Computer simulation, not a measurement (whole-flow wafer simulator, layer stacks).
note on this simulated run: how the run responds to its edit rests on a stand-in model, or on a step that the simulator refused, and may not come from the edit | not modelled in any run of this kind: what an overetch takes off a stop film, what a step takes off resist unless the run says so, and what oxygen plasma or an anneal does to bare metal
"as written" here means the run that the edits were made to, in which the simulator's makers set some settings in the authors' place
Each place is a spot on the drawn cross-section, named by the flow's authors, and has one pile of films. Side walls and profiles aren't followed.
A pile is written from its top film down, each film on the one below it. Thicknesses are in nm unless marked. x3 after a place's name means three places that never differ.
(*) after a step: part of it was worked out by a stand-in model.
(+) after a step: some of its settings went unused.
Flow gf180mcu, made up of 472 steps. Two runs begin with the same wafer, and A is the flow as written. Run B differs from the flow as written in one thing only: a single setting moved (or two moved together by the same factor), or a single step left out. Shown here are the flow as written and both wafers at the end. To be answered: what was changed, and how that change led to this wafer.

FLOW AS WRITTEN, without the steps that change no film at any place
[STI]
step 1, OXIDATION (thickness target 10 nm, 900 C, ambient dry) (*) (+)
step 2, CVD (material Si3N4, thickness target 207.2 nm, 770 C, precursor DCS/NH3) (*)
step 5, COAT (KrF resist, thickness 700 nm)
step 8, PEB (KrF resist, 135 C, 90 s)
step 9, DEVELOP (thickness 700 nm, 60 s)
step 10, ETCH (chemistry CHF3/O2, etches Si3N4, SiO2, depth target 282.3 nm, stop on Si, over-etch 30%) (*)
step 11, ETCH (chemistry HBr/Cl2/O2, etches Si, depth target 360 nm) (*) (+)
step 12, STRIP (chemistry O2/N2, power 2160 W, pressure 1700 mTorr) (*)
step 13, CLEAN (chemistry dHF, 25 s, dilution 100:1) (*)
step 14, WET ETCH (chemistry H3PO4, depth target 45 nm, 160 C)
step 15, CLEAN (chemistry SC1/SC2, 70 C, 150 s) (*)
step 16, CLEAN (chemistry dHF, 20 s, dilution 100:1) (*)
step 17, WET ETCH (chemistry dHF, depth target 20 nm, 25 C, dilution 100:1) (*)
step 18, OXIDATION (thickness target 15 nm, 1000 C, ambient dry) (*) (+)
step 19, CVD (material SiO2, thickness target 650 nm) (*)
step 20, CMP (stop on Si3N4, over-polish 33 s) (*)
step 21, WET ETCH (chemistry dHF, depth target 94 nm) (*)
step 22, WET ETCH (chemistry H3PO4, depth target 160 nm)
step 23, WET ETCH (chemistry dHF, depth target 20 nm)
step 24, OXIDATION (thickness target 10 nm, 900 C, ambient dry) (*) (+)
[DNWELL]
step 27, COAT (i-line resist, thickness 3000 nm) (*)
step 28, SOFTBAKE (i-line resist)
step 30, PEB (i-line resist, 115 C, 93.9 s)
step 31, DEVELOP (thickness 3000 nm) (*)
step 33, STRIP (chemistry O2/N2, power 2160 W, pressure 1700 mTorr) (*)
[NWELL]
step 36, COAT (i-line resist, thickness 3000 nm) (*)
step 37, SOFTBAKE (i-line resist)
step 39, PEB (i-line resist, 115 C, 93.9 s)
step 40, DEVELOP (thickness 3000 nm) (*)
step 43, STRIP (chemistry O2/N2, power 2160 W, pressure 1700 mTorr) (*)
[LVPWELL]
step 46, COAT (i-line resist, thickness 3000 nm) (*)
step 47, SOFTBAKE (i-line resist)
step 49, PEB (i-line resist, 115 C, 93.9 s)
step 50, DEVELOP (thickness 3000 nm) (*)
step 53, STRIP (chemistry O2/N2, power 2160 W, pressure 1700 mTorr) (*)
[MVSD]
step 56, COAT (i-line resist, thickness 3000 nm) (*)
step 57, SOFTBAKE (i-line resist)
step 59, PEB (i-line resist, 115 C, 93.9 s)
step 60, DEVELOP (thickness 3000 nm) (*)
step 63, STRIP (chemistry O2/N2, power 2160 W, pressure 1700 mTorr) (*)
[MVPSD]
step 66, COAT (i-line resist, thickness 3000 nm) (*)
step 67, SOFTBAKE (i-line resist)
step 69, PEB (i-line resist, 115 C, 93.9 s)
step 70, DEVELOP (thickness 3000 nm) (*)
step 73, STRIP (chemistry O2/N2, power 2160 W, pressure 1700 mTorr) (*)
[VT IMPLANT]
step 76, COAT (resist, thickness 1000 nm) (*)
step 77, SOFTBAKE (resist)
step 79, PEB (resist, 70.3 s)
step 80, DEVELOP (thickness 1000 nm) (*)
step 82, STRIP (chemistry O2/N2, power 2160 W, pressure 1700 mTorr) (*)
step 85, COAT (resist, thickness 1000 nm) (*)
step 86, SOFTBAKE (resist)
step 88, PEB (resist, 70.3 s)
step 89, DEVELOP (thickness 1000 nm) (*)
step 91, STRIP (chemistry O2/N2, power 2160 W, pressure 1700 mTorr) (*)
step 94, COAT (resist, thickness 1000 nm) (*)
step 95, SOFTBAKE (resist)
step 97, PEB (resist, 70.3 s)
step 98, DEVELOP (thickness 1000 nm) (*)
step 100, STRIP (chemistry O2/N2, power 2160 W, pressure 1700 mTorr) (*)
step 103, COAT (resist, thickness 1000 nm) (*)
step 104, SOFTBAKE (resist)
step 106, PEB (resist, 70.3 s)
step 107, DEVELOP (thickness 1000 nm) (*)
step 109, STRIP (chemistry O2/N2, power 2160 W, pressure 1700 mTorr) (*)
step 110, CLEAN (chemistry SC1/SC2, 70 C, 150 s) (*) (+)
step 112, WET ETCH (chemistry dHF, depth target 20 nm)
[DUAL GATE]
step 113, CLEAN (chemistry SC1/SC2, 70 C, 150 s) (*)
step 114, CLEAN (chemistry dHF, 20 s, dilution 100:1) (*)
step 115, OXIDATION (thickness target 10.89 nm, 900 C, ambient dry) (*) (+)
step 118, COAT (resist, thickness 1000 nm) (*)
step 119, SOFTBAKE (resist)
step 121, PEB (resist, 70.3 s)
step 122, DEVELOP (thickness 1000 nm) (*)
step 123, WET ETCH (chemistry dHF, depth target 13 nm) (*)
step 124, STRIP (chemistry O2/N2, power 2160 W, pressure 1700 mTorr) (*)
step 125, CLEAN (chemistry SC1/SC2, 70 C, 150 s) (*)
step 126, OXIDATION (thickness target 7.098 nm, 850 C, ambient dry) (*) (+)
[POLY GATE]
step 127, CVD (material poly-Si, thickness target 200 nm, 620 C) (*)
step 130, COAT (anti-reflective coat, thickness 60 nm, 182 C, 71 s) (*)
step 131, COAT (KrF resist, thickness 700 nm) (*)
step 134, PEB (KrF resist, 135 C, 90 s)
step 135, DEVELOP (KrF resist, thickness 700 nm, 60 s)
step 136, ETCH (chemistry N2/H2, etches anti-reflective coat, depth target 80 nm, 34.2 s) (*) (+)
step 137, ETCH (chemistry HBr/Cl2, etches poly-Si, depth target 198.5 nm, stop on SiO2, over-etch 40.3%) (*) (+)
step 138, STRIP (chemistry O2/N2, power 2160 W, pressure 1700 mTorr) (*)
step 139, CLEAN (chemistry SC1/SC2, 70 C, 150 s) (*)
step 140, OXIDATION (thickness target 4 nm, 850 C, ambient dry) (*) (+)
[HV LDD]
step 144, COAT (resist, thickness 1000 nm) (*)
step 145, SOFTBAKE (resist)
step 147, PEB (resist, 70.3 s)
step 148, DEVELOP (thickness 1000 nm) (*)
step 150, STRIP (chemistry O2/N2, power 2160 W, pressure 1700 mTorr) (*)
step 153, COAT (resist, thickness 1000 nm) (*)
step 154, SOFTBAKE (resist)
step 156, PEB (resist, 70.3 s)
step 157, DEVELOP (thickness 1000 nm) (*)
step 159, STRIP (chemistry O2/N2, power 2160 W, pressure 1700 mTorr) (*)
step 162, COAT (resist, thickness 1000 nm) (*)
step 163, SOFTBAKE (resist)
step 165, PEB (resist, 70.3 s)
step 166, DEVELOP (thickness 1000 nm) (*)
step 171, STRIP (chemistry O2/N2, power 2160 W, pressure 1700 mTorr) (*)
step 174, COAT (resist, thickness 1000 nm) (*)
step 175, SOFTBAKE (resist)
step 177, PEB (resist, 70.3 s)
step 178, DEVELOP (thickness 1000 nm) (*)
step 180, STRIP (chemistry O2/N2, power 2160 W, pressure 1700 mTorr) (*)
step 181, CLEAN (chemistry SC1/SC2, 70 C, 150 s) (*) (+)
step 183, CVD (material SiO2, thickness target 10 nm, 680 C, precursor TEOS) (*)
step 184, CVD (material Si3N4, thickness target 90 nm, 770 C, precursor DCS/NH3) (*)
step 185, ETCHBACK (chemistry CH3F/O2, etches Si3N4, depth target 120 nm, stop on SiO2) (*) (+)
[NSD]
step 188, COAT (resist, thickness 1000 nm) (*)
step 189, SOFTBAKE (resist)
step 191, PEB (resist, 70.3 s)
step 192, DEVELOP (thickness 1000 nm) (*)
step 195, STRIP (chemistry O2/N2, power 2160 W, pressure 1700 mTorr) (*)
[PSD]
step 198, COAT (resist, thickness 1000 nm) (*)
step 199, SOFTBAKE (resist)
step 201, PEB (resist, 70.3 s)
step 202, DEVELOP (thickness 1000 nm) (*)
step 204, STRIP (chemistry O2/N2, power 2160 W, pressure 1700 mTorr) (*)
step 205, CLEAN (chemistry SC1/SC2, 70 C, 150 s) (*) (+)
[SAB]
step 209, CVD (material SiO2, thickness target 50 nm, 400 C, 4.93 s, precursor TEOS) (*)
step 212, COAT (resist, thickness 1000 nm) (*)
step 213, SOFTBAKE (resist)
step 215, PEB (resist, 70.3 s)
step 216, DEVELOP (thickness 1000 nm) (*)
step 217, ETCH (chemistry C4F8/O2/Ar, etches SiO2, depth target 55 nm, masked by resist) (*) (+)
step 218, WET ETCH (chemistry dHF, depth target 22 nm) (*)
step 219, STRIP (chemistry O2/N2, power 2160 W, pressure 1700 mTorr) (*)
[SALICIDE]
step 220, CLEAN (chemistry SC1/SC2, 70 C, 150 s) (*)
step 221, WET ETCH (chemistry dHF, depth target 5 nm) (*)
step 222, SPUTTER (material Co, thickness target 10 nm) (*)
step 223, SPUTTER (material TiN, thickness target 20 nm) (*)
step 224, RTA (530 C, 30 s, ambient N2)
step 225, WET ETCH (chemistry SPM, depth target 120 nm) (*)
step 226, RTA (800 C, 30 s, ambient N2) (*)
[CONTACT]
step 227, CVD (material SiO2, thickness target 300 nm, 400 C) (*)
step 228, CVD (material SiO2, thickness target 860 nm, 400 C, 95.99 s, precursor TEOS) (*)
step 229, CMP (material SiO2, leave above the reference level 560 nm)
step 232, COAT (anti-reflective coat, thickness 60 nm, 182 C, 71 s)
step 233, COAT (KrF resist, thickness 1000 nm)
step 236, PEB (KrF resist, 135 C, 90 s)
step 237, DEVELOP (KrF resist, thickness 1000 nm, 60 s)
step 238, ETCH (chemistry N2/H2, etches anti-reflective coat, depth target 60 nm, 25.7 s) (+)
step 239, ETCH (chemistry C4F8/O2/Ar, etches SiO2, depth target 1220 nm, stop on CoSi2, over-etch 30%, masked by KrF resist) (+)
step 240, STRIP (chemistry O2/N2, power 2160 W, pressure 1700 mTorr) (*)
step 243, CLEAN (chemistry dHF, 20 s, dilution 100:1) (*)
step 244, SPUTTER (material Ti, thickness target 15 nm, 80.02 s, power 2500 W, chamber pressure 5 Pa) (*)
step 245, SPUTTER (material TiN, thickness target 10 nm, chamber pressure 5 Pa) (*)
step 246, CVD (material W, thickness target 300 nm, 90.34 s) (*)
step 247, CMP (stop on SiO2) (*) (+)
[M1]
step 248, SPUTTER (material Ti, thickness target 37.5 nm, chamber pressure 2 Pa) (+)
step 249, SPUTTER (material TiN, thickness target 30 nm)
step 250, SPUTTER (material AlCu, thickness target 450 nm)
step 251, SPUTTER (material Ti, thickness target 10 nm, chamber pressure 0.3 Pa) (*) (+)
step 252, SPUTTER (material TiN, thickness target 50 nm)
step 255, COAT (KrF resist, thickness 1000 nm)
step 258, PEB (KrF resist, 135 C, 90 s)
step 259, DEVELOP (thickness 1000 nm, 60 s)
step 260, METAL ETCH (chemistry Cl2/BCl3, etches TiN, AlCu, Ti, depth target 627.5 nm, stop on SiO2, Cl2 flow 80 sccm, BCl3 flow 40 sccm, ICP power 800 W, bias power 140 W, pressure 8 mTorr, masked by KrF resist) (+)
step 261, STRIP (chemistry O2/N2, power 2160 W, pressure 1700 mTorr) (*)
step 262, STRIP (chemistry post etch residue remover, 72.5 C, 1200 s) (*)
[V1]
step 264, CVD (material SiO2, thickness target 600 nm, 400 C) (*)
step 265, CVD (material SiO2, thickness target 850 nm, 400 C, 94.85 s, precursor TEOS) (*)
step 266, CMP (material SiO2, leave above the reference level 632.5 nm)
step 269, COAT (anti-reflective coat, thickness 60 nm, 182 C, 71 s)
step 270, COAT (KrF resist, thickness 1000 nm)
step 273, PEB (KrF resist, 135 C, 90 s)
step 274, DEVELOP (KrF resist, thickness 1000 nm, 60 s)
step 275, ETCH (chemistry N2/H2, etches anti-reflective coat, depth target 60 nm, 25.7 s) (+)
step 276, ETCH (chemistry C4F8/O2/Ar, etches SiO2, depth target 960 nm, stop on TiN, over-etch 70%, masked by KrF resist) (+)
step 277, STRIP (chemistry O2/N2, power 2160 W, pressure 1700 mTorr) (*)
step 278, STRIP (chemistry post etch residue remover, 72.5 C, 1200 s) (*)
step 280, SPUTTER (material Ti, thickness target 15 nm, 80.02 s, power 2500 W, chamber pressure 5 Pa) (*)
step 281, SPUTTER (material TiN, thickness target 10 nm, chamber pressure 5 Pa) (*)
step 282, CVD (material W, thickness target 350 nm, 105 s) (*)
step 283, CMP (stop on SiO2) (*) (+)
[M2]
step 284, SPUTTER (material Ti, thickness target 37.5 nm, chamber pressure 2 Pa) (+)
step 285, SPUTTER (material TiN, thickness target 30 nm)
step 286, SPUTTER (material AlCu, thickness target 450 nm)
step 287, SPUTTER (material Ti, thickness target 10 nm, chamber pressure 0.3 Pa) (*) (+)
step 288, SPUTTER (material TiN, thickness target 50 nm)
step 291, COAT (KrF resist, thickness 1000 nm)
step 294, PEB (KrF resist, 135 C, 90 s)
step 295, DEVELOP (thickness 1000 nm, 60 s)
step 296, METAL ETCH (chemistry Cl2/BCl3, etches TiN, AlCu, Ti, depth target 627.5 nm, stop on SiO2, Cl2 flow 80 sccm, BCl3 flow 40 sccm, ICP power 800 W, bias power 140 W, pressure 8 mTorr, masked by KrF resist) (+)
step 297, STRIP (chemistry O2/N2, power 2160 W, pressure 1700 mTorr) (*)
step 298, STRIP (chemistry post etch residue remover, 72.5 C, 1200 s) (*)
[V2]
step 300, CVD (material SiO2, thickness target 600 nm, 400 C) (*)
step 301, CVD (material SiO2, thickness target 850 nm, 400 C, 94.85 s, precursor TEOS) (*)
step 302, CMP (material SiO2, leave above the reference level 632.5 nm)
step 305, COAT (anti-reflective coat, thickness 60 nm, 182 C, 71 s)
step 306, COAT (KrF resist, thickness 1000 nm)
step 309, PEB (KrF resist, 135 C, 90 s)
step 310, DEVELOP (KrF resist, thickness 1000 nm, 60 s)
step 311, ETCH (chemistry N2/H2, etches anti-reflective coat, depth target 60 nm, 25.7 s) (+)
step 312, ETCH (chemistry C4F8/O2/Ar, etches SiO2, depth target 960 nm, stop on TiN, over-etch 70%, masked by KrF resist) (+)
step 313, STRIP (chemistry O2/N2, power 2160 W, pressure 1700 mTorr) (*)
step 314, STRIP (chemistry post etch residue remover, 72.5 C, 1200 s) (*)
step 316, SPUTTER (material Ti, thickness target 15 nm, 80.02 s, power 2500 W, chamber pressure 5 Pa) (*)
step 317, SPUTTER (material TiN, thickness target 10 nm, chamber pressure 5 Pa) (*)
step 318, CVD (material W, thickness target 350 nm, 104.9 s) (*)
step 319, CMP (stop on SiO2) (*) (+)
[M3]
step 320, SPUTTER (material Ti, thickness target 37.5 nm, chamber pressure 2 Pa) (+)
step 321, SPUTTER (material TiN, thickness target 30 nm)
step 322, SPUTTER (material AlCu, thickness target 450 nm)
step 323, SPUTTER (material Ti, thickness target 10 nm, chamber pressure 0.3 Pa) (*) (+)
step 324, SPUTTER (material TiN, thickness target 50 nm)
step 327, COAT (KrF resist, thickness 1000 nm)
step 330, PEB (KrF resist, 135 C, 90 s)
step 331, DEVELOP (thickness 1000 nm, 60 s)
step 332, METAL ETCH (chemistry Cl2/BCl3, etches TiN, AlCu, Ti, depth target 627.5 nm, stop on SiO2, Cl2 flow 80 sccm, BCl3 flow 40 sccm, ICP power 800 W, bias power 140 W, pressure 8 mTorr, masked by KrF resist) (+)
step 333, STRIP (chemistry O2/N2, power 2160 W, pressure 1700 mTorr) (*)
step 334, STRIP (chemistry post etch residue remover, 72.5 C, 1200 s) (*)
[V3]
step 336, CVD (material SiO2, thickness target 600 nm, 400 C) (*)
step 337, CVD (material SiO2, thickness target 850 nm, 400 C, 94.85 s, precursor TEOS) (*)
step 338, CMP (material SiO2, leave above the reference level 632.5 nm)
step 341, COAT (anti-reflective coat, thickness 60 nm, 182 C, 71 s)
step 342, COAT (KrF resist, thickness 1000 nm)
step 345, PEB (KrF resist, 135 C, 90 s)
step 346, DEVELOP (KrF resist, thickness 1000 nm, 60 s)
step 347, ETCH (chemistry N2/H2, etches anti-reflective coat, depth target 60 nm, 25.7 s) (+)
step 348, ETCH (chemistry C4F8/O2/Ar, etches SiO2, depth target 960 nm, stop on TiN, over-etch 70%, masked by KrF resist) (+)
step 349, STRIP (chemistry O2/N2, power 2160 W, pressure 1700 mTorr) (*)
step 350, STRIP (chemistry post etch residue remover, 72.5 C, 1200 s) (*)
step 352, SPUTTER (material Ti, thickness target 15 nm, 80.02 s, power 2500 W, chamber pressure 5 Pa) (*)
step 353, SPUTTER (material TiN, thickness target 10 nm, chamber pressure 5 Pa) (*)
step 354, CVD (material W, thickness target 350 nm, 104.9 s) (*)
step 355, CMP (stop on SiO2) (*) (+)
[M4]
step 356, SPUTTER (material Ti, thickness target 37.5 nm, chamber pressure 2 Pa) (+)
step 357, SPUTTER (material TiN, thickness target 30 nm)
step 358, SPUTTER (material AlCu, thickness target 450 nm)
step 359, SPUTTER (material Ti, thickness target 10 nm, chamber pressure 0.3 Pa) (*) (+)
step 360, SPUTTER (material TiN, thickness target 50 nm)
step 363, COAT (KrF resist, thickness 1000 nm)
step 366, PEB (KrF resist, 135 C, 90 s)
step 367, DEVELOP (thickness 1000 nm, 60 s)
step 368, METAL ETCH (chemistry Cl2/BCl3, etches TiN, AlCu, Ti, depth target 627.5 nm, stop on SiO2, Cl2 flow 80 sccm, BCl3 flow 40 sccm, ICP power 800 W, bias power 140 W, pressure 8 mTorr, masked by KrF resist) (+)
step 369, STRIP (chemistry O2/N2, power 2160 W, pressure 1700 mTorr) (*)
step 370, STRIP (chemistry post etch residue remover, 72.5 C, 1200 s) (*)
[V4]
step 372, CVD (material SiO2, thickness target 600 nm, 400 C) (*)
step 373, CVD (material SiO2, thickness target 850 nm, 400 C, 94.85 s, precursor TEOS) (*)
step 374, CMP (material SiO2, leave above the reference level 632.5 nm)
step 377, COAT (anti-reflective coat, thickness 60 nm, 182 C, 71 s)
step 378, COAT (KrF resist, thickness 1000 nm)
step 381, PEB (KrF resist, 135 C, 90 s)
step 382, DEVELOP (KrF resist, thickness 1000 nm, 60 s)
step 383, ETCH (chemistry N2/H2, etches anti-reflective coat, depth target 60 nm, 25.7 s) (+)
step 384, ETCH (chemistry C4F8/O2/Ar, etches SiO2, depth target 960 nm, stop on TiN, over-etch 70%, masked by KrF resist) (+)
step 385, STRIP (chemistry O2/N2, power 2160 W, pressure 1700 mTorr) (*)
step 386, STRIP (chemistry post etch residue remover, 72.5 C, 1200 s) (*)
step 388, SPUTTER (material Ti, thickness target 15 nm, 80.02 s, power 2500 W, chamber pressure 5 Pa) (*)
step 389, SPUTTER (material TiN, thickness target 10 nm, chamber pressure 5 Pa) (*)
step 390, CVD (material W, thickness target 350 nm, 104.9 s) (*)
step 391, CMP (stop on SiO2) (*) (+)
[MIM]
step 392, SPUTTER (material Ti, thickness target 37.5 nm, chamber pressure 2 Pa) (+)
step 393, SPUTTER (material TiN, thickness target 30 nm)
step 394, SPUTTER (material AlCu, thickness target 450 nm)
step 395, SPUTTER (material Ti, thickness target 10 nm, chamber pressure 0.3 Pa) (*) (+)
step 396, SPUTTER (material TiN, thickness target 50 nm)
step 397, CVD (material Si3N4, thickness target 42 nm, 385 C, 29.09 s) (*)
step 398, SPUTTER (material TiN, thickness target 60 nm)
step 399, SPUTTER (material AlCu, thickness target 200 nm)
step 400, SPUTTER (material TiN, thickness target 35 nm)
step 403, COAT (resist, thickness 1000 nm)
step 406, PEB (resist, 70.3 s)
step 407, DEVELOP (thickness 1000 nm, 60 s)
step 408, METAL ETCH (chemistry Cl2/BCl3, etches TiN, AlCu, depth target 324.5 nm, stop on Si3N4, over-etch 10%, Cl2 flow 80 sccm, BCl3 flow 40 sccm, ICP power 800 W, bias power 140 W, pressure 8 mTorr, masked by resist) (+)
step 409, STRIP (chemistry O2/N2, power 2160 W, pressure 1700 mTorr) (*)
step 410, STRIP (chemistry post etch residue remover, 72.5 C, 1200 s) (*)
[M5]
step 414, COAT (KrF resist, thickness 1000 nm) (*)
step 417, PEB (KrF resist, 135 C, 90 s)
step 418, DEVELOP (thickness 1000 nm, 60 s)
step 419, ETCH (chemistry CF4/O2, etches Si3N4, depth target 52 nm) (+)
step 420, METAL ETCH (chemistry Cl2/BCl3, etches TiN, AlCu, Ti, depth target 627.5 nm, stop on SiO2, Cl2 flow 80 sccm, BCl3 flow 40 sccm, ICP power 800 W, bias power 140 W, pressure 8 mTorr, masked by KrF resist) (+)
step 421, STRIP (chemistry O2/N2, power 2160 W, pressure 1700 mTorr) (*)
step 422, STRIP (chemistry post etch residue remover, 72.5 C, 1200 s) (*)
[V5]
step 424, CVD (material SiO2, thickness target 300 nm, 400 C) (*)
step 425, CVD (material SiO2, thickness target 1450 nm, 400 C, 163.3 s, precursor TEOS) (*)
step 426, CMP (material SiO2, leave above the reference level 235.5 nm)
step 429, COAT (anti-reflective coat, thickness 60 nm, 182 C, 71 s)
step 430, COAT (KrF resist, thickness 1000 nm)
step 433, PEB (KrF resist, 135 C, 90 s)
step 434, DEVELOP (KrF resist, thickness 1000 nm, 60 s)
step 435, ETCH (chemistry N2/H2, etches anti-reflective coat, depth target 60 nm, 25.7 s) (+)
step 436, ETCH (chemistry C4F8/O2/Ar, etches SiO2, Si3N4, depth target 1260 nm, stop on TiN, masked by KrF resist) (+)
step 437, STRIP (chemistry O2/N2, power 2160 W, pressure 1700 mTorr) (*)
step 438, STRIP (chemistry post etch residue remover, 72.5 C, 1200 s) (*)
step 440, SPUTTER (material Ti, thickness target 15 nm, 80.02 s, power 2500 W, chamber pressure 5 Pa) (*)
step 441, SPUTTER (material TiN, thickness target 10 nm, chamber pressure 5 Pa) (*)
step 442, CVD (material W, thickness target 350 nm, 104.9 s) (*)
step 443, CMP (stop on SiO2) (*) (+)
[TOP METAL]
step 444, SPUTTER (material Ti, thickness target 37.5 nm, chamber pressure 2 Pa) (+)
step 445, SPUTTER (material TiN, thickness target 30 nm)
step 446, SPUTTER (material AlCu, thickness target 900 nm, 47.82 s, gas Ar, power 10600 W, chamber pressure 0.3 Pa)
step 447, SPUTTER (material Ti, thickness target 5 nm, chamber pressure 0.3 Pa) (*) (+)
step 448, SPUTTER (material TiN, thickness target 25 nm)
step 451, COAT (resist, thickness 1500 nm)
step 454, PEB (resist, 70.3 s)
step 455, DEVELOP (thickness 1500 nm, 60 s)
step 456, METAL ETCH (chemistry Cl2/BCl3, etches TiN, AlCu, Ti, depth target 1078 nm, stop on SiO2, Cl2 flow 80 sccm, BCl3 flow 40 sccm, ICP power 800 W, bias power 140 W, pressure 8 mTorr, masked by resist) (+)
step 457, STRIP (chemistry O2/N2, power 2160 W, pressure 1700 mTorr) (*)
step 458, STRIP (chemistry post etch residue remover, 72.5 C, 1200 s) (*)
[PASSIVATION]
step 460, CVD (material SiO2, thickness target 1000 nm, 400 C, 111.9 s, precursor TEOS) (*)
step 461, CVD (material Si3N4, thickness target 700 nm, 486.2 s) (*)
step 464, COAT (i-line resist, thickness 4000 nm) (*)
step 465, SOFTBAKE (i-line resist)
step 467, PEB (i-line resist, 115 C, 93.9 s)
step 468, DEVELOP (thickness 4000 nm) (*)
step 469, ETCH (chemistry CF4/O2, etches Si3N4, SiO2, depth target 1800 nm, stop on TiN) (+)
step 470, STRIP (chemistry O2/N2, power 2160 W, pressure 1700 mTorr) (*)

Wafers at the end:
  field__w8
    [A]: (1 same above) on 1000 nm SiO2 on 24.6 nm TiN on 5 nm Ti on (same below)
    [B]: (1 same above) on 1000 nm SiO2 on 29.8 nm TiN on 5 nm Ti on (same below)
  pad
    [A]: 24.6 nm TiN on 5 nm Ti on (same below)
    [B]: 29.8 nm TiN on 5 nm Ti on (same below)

The reason: step 448, SPUTTER: thickness target 30.2 nm was run, whereas the flow has thickness target 25 nm.

The path from the change to this, step by step:
  step 448, SPUTTER (material TiN, thickness target 25 nm)
      field, field__w1, field__w2 and 109 more: A TiN gains 25 (new film) | B TiN gains 30.2 (new film)
  step 456, METAL ETCH (chemistry Cl2/BCl3, etches TiN, AlCu, Ti, depth target 1078 nm, stop on SiO2, Cl2 flow 80 sccm, BCl3 flow 40 sccm, ICP power 800 W, bias power 140 W, pressure 8 mTorr, masked by resist) (+)
      field, field__w1, field__w2 and 103 more: A TiN loses 25 (all of it), Ti loses 5 (all of it), AlCu loses 900 (all of it), TiN loses 30 (all of it), Ti loses 37.5 (all of it) | B TiN loses 30.2 (all of it), Ti loses 5 (all of it), AlCu loses 900 (all of it), TiN loses 30 (all of it), Ti loses 37.5 (all of it)
  step 465, SOFTBAKE (i-line resist)
      gate: A i-line resist gains 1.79 | B i-line resist loses 0.3
      field__w11, field__w13: A i-line resist gains 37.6 | B i-line resist gains 31.2
      (as well as at 57 more places)
